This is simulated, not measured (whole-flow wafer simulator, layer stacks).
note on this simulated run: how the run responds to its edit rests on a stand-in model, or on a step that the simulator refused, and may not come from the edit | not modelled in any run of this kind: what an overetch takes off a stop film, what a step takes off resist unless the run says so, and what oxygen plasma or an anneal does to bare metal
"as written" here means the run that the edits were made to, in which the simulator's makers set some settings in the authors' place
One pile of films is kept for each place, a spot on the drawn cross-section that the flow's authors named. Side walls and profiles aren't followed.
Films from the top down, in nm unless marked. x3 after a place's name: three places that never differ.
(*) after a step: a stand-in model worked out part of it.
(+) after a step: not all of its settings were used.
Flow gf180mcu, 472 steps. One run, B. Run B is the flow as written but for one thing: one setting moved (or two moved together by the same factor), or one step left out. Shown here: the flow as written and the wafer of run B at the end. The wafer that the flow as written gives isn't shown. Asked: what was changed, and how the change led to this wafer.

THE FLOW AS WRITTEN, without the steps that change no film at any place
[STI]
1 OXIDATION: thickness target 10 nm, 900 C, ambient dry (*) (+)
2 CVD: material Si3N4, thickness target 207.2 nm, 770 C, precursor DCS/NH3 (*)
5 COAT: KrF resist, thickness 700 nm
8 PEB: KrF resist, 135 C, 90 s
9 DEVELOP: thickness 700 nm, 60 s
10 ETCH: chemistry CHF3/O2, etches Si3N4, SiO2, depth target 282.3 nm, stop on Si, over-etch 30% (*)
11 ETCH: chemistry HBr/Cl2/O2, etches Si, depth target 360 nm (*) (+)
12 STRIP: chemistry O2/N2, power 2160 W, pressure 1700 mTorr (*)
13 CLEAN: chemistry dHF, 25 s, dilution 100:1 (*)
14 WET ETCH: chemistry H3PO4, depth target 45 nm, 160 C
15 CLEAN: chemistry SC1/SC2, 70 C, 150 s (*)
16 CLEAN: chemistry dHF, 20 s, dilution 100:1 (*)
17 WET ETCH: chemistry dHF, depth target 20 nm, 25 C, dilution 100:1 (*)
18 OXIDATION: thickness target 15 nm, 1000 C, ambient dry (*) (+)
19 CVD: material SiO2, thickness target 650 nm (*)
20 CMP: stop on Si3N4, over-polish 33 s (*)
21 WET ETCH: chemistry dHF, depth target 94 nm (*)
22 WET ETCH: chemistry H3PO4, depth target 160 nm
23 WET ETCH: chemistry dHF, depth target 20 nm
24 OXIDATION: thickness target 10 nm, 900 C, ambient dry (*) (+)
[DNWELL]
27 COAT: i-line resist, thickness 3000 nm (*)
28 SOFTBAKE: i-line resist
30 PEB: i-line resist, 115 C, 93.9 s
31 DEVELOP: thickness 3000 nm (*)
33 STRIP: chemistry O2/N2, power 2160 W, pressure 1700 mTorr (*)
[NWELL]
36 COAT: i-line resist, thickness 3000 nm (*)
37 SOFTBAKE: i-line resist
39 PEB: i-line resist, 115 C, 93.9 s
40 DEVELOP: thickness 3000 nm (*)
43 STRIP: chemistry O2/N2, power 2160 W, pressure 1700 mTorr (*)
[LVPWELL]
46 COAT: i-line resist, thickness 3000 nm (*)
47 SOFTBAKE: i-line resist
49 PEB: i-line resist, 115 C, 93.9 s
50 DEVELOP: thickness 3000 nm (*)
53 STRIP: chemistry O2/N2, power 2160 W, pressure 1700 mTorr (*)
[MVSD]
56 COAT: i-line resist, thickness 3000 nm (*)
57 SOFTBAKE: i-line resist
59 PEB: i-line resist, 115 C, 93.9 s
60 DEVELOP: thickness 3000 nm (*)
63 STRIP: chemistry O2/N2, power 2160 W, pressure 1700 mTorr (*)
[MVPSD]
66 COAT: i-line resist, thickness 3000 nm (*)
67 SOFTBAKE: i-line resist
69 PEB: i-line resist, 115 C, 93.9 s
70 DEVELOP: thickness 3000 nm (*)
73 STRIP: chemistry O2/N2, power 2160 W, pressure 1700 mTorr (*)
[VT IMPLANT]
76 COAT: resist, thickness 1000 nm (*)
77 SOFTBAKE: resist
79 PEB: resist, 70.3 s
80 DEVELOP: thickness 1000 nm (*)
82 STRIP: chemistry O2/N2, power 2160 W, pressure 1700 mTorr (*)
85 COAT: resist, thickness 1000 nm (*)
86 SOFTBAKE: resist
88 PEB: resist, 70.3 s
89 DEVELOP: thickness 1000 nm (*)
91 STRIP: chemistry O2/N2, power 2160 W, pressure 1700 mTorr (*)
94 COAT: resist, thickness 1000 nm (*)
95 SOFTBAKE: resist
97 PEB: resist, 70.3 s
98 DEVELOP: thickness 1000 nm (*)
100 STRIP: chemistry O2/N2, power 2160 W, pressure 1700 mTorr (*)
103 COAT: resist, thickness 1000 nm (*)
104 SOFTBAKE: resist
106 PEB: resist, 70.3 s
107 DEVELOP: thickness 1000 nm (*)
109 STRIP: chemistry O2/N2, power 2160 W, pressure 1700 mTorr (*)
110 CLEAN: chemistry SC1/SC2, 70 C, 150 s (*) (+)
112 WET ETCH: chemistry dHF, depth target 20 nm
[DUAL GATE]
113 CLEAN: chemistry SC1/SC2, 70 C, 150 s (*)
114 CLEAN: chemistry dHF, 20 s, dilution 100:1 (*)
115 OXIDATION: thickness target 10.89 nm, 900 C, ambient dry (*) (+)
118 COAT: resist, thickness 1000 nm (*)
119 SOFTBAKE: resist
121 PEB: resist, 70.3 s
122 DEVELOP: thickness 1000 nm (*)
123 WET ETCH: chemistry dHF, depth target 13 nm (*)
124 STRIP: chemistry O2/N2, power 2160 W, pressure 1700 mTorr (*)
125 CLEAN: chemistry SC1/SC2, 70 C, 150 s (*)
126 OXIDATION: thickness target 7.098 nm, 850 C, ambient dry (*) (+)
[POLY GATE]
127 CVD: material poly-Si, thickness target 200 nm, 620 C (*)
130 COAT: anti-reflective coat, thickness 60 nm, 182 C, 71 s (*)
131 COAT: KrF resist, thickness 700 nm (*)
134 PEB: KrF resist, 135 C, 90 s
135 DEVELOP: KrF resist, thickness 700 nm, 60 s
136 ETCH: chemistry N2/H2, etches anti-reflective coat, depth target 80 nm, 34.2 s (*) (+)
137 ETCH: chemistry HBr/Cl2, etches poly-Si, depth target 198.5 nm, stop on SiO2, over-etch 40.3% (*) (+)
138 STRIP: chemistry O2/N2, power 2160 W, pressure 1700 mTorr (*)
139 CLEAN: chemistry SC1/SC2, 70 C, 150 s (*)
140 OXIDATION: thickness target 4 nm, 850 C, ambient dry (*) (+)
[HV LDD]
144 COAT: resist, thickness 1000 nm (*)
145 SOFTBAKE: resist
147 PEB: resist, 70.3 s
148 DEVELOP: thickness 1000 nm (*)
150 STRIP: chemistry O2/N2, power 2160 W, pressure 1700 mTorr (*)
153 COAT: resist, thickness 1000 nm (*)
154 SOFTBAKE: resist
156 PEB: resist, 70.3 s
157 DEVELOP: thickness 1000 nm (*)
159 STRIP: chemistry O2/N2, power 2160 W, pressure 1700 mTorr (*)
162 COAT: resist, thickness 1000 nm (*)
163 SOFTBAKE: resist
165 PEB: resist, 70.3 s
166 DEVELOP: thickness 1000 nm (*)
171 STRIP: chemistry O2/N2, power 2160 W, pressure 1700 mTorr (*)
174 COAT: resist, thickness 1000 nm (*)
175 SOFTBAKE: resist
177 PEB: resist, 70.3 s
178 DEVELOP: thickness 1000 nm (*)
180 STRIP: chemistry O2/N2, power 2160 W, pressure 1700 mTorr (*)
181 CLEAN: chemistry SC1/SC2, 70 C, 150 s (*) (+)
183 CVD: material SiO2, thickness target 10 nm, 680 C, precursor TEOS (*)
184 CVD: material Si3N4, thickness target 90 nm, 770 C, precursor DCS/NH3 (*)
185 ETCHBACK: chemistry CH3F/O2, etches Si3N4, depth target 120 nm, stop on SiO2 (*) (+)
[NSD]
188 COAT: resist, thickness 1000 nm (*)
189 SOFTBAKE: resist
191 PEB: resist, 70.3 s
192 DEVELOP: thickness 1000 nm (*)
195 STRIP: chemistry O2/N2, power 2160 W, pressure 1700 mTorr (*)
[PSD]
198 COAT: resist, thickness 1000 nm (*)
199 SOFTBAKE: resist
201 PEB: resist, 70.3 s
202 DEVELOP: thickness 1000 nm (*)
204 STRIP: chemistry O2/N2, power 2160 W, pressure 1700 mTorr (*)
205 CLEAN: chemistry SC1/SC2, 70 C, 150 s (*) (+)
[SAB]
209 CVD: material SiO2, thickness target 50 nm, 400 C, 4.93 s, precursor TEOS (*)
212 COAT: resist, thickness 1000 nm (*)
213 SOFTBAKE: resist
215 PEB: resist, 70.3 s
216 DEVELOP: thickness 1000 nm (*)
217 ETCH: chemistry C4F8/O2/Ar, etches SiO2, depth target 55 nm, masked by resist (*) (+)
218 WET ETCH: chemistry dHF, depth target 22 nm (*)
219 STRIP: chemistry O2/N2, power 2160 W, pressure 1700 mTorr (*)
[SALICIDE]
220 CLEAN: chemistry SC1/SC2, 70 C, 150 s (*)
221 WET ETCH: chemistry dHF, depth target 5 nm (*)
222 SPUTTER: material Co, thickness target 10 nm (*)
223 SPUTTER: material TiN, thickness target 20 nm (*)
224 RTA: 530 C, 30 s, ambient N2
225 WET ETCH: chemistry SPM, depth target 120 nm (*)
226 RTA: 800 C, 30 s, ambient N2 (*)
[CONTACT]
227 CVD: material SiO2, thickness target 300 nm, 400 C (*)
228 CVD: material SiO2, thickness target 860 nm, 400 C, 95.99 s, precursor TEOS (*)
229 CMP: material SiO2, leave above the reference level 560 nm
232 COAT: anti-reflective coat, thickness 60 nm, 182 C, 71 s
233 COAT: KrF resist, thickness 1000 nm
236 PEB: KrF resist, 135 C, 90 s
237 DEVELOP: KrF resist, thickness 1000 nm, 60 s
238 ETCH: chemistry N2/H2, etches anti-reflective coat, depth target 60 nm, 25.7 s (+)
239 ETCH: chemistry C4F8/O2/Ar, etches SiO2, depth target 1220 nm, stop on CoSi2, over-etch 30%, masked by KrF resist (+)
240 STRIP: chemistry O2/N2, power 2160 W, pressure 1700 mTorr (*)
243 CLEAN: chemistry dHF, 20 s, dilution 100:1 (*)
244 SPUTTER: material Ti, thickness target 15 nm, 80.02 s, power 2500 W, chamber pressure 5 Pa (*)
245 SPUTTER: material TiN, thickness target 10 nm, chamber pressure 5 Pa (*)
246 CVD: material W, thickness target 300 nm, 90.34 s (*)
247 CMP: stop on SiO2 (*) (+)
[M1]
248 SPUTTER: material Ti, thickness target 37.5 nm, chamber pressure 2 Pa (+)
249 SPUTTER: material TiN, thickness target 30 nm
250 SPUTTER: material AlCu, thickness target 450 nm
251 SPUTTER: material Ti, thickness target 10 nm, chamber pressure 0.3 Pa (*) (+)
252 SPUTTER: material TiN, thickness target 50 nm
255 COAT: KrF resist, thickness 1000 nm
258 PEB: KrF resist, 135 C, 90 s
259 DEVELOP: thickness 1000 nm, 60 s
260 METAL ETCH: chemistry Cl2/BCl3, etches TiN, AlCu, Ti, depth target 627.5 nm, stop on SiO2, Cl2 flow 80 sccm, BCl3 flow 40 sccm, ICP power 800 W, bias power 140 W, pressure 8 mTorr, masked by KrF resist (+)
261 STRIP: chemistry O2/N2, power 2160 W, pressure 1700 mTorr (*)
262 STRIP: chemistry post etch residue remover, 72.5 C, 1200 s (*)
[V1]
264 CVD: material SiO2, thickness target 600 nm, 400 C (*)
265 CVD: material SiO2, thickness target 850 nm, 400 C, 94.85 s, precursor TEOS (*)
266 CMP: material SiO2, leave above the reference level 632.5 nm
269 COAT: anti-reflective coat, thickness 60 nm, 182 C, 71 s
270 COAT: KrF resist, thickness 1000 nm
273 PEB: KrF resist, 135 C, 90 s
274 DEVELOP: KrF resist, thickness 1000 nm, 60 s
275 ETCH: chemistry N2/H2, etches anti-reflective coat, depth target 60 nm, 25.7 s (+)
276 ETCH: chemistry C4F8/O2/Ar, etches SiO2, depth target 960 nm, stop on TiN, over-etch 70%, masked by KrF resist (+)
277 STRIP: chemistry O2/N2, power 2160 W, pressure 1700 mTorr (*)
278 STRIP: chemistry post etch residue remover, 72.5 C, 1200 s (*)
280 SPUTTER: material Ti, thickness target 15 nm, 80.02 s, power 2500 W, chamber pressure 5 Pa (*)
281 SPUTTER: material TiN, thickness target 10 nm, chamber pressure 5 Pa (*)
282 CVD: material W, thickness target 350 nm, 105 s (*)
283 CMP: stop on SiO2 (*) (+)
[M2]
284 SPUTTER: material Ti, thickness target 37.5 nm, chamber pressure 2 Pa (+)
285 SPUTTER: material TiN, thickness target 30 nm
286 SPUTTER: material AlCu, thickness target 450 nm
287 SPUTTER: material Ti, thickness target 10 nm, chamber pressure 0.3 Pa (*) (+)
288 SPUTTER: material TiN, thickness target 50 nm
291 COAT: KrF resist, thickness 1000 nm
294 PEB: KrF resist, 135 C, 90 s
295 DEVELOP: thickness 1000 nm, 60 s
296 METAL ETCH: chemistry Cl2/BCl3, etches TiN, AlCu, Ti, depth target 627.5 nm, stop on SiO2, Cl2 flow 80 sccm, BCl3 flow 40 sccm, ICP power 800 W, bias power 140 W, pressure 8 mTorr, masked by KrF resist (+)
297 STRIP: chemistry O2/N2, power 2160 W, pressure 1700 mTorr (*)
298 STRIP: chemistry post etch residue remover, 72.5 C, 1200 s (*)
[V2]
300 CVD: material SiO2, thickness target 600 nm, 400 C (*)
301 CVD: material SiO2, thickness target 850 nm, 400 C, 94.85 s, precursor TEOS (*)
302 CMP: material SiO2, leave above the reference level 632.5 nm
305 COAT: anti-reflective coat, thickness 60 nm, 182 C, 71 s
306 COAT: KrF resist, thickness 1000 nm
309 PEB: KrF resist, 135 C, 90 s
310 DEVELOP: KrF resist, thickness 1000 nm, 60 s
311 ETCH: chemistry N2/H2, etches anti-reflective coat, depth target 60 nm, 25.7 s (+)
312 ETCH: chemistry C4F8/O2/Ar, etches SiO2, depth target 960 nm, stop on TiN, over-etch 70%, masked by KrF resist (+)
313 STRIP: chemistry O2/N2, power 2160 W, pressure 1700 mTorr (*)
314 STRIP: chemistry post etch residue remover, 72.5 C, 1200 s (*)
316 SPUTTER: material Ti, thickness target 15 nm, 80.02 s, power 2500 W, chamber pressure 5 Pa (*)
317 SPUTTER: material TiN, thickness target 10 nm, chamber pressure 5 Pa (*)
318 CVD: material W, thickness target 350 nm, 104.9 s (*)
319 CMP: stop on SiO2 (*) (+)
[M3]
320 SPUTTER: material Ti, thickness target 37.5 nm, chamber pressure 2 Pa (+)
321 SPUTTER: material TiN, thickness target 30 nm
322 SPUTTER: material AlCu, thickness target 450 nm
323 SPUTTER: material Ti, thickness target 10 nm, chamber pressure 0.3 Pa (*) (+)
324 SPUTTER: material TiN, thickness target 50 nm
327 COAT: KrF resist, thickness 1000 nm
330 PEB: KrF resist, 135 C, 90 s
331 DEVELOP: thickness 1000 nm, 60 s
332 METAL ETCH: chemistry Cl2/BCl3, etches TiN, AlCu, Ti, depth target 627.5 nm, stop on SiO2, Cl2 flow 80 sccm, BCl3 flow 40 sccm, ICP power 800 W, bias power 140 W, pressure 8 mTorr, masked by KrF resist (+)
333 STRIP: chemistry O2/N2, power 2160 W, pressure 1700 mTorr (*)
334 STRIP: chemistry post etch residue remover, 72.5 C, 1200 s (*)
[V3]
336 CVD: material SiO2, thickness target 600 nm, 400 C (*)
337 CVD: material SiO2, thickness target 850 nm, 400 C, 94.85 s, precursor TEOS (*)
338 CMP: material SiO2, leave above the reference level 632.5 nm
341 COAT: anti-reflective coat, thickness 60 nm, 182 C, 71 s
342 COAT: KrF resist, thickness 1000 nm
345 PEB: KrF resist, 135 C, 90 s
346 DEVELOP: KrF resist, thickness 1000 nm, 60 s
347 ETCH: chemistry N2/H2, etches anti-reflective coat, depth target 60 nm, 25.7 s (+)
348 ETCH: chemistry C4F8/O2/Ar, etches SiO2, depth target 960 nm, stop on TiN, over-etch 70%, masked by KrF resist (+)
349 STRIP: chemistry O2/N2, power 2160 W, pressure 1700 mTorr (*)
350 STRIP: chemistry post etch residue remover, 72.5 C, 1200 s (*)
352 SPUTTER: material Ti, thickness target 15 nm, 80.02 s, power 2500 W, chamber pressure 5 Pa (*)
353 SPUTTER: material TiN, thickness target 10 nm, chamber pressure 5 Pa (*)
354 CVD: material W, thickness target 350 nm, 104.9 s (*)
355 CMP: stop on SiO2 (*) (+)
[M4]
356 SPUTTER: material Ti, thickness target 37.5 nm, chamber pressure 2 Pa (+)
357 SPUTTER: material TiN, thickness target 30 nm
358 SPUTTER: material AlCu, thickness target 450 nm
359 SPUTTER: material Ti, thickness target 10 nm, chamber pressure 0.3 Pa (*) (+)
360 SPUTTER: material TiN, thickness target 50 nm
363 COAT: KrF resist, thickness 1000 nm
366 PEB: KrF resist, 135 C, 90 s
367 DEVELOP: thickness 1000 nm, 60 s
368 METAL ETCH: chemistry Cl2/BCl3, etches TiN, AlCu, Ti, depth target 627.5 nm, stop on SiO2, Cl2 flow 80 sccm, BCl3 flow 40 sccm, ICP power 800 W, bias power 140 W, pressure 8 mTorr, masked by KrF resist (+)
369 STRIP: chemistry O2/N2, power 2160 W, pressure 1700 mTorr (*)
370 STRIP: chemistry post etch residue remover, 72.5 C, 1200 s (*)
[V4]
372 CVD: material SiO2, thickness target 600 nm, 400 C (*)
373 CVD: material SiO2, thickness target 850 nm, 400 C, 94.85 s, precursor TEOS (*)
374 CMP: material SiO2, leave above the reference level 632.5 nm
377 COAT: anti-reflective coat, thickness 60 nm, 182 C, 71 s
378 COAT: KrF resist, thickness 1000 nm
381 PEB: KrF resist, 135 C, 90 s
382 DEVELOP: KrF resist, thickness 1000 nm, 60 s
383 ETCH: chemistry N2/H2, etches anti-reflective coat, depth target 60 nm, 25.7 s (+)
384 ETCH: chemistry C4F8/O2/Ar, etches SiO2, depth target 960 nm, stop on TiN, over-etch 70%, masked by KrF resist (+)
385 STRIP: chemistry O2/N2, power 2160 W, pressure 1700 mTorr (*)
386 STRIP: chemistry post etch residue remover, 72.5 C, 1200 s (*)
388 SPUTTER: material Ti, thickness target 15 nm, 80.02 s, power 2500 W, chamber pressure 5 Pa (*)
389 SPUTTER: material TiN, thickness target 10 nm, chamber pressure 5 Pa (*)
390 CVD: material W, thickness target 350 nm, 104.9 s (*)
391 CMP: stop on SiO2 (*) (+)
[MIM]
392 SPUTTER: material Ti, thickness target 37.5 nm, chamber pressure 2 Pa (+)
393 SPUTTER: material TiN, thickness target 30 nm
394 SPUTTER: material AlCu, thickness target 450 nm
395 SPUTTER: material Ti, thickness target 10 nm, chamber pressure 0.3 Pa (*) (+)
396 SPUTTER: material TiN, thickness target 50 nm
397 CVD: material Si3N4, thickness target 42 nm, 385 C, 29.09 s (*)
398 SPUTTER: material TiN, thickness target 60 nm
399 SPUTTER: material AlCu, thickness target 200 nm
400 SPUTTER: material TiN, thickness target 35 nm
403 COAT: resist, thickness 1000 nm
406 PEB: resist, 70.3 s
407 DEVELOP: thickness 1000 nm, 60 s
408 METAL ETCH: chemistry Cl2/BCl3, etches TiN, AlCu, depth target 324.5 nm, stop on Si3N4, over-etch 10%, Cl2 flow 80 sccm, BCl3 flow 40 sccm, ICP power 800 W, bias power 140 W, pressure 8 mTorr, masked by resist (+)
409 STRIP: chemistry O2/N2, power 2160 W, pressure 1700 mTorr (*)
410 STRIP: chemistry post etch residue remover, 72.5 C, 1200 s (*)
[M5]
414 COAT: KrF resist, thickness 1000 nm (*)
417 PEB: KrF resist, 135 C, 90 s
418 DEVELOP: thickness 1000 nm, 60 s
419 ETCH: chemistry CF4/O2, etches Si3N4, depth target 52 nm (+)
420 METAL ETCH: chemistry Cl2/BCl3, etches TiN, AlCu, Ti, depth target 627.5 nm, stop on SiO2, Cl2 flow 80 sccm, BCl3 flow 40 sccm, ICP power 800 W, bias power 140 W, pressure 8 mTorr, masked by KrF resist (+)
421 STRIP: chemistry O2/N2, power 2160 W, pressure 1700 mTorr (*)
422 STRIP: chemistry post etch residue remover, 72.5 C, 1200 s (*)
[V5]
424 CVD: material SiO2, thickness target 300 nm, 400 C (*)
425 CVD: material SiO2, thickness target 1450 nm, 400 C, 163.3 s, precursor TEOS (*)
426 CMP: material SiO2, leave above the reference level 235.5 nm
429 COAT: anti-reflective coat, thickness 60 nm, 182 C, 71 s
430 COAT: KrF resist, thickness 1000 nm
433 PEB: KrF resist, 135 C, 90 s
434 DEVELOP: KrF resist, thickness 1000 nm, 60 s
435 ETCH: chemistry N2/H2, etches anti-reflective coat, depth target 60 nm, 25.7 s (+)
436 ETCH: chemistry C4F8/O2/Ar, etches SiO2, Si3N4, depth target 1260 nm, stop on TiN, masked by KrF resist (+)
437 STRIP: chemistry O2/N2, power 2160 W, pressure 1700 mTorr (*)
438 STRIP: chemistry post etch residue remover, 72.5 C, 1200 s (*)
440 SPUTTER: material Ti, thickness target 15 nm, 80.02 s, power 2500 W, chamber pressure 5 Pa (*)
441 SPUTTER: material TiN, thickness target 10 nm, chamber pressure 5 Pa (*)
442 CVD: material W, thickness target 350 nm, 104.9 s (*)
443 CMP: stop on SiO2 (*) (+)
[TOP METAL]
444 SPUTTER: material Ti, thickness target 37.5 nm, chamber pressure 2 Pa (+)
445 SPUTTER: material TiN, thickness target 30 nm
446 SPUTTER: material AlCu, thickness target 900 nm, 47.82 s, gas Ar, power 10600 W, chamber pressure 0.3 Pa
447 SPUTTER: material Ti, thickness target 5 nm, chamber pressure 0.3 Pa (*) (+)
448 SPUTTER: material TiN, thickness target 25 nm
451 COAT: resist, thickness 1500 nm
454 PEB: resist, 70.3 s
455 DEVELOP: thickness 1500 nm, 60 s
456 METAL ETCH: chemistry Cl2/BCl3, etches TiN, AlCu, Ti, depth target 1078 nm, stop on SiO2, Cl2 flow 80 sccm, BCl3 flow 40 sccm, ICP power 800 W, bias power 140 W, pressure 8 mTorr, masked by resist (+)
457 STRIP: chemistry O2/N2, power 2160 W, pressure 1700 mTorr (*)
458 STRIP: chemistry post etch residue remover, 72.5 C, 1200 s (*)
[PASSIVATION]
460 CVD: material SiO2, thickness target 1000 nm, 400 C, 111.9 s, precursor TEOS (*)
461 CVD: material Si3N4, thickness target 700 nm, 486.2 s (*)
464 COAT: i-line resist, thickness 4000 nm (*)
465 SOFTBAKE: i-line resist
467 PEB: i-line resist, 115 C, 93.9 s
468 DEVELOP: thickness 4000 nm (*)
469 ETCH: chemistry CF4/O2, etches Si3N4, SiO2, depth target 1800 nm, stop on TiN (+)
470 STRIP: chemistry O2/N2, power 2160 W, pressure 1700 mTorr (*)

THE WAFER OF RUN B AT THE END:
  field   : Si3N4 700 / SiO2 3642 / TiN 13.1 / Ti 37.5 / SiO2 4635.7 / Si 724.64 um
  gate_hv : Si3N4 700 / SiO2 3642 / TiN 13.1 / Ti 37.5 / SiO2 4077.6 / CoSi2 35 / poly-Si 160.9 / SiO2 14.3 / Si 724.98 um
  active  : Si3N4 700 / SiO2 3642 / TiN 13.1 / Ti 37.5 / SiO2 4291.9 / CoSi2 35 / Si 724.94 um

The cause: step 358, SPUTTER: thickness target 551 nm was run, where the flow has thickness target 450 nm.

How the change led to this, step by step:
  358 SPUTTER: material AlCu, thickness target 450 nm
      field, field__w1, field__w2 and 108 more: AlCu +551 (new film) (as written it would be: AlCu +450 (new film))
  368 METAL ETCH: chemistry Cl2/BCl3, etches TiN, AlCu, Ti, depth target 627.5 nm, stop on SiO2, Cl2 flow 80 sccm, BCl3 flow 40 sccm, ICP power 800 W, bias power 140 W, pressure 8 mTorr, masked by KrF resist (+)
      field, field__w1, field__w2 and 103 more: TiN -50 (all of it), Ti -10 (all of it), AlCu -551 (all of it), TiN -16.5 (as written it would be: TiN -50 (all of it), Ti -10 (all of it), AlCu -450 (all of it), TiN -30 (all of it), Ti -37.5 (all of it))
  372 CVD: material SiO2, thickness target 600 nm, 400 C (*)
      field, field__w1, field__w2 and 103 more: SiO2 +600 (new film) (as written it would be: SiO2 +600)
  374 CMP: material SiO2, leave above the reference level 632.5 nm
      field, field__w1, field__w2 and 103 more: SiO2 -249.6 (as written it would be: SiO2 -300)
Counting metal films that touch as one body, field has 1 body; the flow as written gives 0 bodies.
Counting metal films that touch as one body, gate_hv has 2 bodies (between them, from the top down: SiO2 4077.6); the flow as written gives 1 body.
Counting metal films that touch as one body, active has 2 bodies (between them, from the top down: SiO2 4291.9); the flow as written gives 1 body.
